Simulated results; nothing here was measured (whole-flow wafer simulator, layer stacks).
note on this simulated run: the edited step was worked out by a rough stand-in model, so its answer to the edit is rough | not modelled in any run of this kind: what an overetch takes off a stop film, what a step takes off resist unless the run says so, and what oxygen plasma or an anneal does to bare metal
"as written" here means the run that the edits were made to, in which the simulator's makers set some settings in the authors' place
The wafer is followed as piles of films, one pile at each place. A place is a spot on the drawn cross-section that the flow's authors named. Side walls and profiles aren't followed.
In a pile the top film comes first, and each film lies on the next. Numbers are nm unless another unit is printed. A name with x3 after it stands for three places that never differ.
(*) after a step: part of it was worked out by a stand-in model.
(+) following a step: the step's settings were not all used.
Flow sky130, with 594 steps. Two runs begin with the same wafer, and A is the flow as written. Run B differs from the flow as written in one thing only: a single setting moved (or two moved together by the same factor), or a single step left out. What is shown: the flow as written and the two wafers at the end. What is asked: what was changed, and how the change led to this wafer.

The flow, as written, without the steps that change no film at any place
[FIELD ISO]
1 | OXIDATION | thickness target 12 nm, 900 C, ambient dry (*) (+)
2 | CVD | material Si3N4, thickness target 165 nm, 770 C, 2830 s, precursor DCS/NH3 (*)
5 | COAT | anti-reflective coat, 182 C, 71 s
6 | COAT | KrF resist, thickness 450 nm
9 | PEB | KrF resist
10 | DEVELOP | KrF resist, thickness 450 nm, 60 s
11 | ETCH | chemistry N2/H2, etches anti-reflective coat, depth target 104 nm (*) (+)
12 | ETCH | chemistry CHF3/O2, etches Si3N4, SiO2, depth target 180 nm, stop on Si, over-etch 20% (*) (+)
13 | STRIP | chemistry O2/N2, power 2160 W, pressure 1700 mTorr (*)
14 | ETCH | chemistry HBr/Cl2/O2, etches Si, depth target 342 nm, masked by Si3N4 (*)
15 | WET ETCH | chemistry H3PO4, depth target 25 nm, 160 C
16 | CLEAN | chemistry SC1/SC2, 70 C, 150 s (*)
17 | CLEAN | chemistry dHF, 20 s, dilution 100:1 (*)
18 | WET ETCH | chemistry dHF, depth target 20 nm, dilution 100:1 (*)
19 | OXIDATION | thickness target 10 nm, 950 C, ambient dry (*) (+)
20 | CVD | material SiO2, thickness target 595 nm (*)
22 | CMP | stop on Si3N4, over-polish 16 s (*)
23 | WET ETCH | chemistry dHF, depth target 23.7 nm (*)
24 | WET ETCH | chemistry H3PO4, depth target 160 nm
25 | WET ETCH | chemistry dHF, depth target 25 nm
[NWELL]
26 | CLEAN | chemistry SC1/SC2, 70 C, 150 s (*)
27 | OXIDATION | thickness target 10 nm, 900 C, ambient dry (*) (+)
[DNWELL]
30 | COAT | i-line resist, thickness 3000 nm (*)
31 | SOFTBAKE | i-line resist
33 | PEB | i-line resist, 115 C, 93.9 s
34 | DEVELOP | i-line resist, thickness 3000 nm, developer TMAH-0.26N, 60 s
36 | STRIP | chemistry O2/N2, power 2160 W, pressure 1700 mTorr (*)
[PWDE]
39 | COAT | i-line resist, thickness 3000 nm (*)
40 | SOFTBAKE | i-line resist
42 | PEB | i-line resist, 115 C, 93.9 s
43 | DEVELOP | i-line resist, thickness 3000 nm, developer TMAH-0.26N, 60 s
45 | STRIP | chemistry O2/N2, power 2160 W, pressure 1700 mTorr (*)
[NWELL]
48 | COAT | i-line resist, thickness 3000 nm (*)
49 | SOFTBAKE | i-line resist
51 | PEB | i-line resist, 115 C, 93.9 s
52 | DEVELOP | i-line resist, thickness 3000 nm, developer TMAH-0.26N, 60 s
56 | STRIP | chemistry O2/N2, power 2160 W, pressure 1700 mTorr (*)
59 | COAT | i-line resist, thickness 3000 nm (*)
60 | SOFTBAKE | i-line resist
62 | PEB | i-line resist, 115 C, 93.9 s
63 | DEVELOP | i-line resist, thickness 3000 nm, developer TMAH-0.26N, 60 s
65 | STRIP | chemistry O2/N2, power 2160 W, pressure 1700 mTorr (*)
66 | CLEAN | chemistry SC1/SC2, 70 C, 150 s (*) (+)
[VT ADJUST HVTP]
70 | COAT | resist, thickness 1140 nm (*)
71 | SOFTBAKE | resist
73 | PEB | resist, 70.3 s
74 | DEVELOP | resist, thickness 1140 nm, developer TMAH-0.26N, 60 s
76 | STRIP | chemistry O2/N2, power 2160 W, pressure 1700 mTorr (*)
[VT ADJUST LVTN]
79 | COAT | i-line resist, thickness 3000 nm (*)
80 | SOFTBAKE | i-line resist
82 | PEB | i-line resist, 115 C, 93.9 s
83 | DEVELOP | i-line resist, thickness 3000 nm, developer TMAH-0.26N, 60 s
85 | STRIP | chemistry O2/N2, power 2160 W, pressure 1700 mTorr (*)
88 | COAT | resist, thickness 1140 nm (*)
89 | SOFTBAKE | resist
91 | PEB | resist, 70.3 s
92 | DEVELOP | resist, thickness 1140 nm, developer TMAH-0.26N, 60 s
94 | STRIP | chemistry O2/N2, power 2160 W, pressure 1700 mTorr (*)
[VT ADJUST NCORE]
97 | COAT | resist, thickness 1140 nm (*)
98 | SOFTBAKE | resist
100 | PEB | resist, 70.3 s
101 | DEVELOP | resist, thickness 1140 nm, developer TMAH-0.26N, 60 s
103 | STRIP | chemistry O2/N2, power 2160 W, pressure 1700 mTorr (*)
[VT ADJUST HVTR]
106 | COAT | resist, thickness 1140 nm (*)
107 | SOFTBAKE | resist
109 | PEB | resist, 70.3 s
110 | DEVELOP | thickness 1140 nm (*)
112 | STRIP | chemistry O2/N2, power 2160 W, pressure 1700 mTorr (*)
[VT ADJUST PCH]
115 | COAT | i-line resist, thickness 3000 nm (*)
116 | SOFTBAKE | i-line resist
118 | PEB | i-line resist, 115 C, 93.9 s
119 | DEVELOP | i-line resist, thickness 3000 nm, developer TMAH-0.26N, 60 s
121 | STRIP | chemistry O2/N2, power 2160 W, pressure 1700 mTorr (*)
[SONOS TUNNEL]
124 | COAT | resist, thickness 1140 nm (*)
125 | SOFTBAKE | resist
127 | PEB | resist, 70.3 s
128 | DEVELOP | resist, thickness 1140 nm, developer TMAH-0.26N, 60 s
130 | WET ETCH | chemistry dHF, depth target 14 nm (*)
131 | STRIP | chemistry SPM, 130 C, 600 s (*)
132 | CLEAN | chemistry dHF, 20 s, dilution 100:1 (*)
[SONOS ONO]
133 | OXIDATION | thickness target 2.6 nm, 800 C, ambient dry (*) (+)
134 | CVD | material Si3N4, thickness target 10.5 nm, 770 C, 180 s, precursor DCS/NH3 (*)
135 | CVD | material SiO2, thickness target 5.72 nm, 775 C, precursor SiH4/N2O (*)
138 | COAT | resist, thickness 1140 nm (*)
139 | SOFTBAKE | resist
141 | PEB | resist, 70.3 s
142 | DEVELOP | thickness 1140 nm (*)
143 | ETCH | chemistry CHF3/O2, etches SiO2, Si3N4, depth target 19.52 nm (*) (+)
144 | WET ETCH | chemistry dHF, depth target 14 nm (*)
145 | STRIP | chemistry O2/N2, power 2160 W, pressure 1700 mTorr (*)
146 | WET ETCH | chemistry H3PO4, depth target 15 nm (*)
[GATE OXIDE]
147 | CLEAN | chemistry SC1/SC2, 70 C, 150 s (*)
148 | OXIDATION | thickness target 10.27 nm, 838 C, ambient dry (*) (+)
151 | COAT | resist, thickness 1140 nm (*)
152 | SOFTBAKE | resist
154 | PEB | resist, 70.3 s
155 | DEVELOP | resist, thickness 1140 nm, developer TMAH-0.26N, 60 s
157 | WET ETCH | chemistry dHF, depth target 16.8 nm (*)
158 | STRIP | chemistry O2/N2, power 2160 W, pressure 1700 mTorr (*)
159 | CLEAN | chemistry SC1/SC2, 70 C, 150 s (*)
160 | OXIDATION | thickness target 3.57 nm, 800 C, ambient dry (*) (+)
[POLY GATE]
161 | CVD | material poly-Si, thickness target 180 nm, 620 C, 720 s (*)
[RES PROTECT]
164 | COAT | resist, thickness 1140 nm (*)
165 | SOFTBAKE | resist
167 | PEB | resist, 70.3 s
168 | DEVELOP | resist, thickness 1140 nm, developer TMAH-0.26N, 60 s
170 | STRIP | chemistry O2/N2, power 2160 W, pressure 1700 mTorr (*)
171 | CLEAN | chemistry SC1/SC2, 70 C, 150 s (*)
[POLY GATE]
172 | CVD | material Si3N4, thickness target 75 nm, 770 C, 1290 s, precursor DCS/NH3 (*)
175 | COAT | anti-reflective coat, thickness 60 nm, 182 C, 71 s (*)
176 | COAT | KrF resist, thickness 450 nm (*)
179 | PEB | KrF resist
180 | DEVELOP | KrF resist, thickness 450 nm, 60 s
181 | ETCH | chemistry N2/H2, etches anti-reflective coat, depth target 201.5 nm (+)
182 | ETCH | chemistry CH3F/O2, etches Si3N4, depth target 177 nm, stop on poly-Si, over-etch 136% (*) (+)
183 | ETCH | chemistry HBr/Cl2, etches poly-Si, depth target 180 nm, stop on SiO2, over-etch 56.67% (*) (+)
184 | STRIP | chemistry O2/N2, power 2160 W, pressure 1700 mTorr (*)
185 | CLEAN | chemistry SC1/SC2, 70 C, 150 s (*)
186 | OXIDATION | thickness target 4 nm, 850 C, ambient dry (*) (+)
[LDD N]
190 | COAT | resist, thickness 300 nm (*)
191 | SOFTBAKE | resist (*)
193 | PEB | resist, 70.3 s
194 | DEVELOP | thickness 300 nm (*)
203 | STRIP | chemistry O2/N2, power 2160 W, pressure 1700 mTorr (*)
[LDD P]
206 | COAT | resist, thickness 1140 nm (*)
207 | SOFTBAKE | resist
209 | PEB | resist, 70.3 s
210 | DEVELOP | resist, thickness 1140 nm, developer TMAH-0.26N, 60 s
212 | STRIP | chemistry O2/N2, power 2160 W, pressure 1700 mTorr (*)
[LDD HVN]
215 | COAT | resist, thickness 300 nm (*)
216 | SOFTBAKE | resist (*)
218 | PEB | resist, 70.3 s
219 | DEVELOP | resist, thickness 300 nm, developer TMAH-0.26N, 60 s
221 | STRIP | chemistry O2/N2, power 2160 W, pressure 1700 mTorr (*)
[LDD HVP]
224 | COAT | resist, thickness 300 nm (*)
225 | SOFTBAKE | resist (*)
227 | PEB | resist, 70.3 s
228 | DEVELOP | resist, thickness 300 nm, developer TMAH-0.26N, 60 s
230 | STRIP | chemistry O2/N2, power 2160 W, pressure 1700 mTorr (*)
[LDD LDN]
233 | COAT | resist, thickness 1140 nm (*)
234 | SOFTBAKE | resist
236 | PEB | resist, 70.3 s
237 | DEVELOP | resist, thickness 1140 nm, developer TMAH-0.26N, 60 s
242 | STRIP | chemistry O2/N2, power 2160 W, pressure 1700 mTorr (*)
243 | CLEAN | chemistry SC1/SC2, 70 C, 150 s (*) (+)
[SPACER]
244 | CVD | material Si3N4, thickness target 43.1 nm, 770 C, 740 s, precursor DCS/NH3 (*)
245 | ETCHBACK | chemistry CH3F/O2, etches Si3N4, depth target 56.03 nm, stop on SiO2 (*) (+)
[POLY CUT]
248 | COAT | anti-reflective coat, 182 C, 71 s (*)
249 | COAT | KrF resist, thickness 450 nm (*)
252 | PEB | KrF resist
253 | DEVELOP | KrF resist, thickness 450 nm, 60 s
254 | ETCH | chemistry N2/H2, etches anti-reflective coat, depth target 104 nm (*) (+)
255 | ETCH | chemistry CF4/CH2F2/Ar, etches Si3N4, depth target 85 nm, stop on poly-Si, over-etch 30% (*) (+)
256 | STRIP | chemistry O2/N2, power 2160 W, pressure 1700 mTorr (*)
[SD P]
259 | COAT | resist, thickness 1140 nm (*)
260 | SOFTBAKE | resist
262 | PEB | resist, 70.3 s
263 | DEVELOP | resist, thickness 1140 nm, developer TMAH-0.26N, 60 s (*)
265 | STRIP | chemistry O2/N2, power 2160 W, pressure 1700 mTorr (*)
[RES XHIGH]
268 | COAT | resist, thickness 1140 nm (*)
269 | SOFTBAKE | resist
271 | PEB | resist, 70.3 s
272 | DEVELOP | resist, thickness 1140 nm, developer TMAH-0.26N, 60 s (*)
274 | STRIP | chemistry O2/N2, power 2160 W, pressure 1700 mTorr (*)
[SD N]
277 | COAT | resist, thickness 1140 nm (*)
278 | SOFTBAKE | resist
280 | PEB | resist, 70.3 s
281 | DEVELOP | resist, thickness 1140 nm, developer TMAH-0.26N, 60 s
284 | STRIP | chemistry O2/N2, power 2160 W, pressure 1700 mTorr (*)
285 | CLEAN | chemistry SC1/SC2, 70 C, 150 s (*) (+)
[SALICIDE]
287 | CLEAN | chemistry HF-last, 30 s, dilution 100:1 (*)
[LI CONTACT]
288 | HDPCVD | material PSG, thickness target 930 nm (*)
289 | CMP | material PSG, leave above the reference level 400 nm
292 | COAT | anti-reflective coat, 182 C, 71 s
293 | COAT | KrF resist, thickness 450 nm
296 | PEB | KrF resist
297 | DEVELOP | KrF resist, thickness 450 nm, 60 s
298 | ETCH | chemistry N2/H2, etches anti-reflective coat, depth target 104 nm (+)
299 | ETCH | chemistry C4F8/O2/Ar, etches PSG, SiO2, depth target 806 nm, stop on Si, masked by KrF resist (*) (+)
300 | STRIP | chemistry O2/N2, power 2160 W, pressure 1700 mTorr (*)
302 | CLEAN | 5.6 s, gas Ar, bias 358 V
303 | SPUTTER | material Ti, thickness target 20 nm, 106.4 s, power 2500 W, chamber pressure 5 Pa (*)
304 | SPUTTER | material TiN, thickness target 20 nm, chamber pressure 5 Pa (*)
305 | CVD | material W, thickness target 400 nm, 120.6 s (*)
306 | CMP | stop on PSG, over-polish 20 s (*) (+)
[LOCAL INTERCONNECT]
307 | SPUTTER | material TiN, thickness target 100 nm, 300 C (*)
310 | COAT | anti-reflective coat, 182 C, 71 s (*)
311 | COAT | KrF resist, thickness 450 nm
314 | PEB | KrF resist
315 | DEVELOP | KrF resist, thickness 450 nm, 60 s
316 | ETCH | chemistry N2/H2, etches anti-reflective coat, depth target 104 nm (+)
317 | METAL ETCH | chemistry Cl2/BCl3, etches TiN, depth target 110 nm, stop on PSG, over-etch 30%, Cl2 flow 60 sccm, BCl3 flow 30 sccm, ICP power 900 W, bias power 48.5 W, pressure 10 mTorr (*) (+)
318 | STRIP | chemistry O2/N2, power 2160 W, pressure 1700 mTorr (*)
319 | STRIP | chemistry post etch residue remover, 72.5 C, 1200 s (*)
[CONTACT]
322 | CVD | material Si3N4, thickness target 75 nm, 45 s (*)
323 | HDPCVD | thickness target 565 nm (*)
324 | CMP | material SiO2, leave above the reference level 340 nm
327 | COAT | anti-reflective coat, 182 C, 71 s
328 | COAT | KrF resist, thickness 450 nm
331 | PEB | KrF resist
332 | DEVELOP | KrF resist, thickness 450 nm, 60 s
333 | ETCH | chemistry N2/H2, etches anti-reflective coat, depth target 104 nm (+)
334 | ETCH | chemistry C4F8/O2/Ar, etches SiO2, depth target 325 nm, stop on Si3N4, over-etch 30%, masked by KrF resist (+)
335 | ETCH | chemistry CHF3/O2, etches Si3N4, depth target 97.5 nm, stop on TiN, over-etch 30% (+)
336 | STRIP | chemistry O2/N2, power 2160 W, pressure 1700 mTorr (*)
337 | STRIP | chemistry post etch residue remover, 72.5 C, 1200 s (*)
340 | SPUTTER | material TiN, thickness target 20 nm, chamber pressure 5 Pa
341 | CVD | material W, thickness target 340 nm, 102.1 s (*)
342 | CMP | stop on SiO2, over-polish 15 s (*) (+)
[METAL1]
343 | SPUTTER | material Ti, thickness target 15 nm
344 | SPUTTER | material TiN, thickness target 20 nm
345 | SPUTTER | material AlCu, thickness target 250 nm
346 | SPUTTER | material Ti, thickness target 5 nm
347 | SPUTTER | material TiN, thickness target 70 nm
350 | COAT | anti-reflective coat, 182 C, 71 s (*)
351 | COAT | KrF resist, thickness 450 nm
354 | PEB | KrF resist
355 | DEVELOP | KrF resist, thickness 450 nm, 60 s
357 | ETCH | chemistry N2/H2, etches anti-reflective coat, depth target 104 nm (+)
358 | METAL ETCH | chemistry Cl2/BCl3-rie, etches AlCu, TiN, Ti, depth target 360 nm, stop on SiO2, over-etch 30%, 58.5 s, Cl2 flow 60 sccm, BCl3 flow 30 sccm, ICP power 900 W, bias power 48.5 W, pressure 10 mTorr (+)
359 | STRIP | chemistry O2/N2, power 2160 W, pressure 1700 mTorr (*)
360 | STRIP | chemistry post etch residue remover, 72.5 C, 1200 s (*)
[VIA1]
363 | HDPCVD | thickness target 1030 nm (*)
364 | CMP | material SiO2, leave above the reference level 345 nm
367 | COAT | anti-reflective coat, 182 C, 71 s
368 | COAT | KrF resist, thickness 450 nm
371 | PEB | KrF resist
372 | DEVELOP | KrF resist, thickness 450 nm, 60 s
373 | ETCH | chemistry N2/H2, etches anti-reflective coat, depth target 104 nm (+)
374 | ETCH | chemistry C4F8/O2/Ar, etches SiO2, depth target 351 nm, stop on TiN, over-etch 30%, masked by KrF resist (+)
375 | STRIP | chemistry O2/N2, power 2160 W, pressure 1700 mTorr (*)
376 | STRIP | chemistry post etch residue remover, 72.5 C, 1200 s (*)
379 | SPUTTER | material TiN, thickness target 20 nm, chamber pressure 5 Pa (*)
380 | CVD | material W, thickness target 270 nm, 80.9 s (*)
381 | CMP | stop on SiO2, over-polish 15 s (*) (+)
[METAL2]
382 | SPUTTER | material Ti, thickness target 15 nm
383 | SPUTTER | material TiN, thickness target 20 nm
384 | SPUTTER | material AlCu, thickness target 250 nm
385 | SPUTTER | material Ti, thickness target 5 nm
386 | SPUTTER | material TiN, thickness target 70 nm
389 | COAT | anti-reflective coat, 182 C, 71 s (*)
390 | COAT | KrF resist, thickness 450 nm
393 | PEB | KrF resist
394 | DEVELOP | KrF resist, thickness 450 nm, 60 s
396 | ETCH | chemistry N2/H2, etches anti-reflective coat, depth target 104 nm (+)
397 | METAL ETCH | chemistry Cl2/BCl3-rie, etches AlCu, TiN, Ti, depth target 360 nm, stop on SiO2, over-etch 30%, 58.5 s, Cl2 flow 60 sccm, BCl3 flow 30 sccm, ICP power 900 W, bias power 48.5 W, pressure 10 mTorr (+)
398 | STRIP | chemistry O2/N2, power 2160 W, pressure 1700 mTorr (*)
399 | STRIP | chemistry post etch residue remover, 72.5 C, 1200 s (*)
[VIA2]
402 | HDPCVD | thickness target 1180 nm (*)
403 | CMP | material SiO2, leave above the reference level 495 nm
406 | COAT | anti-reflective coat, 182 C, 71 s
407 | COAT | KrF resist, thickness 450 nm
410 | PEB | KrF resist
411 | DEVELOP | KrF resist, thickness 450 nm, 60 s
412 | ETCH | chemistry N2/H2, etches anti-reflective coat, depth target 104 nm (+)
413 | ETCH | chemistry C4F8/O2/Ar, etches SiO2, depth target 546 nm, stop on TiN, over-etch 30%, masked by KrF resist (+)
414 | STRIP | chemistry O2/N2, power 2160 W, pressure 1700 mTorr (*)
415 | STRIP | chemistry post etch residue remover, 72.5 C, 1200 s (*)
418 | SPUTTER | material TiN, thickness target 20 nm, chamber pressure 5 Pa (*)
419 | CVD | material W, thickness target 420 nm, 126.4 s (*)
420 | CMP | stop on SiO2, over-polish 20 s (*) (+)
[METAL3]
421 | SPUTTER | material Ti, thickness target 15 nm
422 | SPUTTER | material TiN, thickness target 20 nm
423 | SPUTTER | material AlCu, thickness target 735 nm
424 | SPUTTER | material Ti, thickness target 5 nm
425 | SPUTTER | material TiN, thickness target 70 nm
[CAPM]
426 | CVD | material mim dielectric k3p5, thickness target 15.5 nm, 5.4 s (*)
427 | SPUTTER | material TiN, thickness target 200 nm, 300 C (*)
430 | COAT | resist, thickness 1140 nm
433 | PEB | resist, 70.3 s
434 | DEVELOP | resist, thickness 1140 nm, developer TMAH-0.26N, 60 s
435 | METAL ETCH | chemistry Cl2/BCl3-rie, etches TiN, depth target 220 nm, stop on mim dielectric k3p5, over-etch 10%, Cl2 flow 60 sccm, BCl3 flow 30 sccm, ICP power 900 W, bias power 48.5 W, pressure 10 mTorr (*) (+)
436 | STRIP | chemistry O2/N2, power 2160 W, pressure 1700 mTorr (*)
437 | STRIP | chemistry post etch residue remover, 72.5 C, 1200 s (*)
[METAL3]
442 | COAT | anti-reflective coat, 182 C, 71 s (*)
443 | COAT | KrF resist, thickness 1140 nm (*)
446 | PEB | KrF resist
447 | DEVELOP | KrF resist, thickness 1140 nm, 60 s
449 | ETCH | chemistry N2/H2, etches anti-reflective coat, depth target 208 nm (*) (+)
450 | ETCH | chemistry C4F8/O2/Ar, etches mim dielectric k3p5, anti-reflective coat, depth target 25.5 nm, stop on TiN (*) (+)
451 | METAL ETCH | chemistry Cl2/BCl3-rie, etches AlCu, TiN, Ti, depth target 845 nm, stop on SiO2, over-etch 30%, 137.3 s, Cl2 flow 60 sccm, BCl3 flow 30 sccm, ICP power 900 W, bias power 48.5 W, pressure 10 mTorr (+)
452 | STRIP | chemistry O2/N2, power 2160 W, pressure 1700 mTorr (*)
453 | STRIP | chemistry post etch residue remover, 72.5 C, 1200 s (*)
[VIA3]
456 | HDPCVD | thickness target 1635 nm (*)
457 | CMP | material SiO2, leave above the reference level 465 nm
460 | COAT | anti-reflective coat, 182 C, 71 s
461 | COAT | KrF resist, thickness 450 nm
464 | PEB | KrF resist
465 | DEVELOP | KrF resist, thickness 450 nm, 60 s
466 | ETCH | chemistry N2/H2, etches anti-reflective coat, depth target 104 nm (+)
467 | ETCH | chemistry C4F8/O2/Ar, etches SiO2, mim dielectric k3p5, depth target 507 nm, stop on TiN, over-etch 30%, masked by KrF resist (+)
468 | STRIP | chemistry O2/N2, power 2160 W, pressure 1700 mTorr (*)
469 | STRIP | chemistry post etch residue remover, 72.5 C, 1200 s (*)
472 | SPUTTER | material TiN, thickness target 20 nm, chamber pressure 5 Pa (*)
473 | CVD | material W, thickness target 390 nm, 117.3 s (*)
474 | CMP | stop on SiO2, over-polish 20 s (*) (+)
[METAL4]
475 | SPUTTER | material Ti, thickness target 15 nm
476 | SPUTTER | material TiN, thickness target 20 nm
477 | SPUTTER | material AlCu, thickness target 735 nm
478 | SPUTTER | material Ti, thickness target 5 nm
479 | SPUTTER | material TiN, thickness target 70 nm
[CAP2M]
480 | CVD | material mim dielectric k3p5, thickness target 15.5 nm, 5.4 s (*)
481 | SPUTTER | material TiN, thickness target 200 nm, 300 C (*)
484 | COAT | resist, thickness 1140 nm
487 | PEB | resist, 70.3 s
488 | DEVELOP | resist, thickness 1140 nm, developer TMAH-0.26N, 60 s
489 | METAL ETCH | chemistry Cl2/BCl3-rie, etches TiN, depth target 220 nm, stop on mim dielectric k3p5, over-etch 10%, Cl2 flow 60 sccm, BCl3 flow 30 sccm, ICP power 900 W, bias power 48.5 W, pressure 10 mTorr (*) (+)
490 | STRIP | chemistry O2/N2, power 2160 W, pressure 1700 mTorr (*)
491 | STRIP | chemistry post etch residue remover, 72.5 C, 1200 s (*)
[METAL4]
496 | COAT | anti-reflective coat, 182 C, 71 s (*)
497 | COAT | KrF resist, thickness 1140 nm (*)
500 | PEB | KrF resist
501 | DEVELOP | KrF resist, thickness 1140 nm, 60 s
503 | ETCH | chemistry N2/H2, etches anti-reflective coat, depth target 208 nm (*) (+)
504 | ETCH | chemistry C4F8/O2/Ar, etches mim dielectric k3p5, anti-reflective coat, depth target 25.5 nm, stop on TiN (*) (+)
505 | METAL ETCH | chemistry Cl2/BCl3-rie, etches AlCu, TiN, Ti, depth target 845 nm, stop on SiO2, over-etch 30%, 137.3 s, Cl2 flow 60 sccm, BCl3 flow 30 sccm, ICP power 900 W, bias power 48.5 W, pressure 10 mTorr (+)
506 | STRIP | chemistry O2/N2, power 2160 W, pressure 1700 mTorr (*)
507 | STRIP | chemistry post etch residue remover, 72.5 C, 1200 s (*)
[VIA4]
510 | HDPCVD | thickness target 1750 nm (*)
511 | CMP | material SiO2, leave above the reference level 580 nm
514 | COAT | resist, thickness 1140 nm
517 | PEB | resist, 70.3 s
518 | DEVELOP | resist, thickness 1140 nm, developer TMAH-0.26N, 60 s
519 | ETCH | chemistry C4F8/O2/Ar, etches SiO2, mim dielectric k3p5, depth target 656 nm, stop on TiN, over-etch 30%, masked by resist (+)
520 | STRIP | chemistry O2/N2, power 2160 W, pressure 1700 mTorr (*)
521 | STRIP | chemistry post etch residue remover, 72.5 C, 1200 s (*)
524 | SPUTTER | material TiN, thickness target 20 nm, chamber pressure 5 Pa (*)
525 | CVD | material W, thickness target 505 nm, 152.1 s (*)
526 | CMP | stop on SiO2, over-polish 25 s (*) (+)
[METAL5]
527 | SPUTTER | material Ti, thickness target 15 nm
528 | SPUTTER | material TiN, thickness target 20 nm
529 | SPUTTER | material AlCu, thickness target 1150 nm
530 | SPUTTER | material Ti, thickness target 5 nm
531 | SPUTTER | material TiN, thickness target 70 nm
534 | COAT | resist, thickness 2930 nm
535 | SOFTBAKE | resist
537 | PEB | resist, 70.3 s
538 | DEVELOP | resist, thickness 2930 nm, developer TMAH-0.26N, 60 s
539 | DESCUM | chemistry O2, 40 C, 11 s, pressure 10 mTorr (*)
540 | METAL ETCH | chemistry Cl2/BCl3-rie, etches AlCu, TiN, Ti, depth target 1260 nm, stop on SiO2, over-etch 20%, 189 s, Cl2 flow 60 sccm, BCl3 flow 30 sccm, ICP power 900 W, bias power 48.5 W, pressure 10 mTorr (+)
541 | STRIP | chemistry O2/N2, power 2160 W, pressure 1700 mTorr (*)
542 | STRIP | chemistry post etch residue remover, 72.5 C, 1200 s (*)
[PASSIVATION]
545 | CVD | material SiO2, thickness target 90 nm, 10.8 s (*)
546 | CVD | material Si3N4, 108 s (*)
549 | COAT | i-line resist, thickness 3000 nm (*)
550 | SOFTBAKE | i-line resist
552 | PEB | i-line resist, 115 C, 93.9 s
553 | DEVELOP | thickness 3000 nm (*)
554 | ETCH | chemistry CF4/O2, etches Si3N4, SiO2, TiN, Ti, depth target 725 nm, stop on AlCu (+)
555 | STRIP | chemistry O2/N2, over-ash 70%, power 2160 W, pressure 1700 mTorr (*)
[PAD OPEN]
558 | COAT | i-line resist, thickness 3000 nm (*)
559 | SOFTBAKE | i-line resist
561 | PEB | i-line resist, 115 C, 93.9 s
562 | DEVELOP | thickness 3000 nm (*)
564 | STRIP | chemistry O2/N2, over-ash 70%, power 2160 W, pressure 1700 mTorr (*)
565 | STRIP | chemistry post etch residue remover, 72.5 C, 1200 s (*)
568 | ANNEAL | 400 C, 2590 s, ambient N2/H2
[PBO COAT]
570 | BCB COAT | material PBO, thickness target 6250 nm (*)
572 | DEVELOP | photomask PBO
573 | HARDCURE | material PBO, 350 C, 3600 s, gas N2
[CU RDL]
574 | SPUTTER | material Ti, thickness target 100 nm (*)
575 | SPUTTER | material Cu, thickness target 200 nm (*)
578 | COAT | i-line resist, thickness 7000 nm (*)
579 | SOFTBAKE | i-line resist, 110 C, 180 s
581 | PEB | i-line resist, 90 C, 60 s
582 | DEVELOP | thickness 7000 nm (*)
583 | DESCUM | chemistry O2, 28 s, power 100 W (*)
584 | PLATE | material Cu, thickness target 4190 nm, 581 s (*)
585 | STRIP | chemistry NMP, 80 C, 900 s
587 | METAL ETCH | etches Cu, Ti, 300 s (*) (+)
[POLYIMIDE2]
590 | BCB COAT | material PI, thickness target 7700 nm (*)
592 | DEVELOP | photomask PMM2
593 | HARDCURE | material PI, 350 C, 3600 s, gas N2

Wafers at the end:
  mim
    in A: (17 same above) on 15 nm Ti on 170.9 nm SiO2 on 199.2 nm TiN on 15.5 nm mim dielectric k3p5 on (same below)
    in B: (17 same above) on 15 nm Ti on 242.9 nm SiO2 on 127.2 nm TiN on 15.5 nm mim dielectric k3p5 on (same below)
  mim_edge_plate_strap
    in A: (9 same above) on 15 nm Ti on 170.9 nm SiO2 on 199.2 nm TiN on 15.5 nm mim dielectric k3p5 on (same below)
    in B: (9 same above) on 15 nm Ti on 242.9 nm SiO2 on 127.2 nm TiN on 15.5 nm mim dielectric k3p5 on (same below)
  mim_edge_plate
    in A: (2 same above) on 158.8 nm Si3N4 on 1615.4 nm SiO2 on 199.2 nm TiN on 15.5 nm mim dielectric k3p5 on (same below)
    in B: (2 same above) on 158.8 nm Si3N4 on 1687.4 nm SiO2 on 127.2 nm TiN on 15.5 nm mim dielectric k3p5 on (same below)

Cause: step 427, SPUTTER: thickness target 128 nm was run, while the flow as written has thickness target 200 nm.

Step by step, how the change led to this:
  427 | SPUTTER | material TiN, thickness target 200 nm, 300 C (*)
      field, active, n_well and 188 more: A +200 TiN (new film) | B +128 TiN (new film)
  435 | METAL ETCH | chemistry Cl2/BCl3-rie, etches TiN, depth target 220 nm, stop on mim dielectric k3p5, over-etch 10%, Cl2 flow 60 sccm, BCl3 flow 30 sccm, ICP power 900 W, bias power 48.5 W, pressure 10 mTorr (*) (+)
      field, active, n_well and 185 more: A -200 TiN (all of it) | B -128 TiN (all of it)
      mim, mim_edge_plate_strap, mim_edge_plate: A -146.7 resist | B -93.9 resist
  436 | STRIP | chemistry O2/N2, power 2160 W, pressure 1700 mTorr (*)
      mim, mim_edge_plate_strap, mim_edge_plate: A -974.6 resist (all of it) | B -1027.4 resist (all of it)
  442 | COAT | anti-reflective coat, 182 C, 71 s (*)
      poly_licon, rpo_hd_licon: A +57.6 anti-reflective coat (new film) | B +76.6 anti-reflective coat (new film)
      mim: A +40.4 anti-reflective coat (new film) | B +29.6 anti-reflective coat (new film)
      (also at 6 further places)
  443 | COAT | KrF resist, thickness 1140 nm (*)
      mim_edge_plate_strap, mim_edge_plate: A +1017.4 KrF resist (new film) | B +1089.4 KrF resist (new film)
      mim: A +1025.5 KrF resist (new film) | B +1086.7 KrF resist (new film)
      (also at 2 further places)
  449 | ETCH | chemistry N2/H2, etches anti-reflective coat, depth target 208 nm (*) (+)
      poly_licon, rpo_hd_licon: A -57.6 anti-reflective coat (all of it) | B -76.6 anti-reflective coat (all of it)
      rpo_hd: A -62 anti-reflective coat (all of it) | B -73.7 anti-reflective coat (all of it)
      (also at 2 further places)
  452 | STRIP | chemistry O2/N2, power 2160 W, pressure 1700 mTorr (*)
      mim_edge_plate_strap, mim_edge_plate: A -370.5 KrF resist (all of it), -3 anti-reflective coat (all of it) | B -442.4 KrF resist (all of it), -3 anti-reflective coat (all of it)
      mim: A -378.7 KrF resist (all of it), -40.4 anti-reflective coat (all of it) | B -439.8 KrF resist (all of it), -29.6 anti-reflective coat (all of it)
      (also at 3 further places)
  457 | CMP | material SiO2, leave above the reference level 465 nm
      mim, mim_edge_plate_strap, mim_edge_plate: A -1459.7 SiO2 | B -1387.7 SiO2
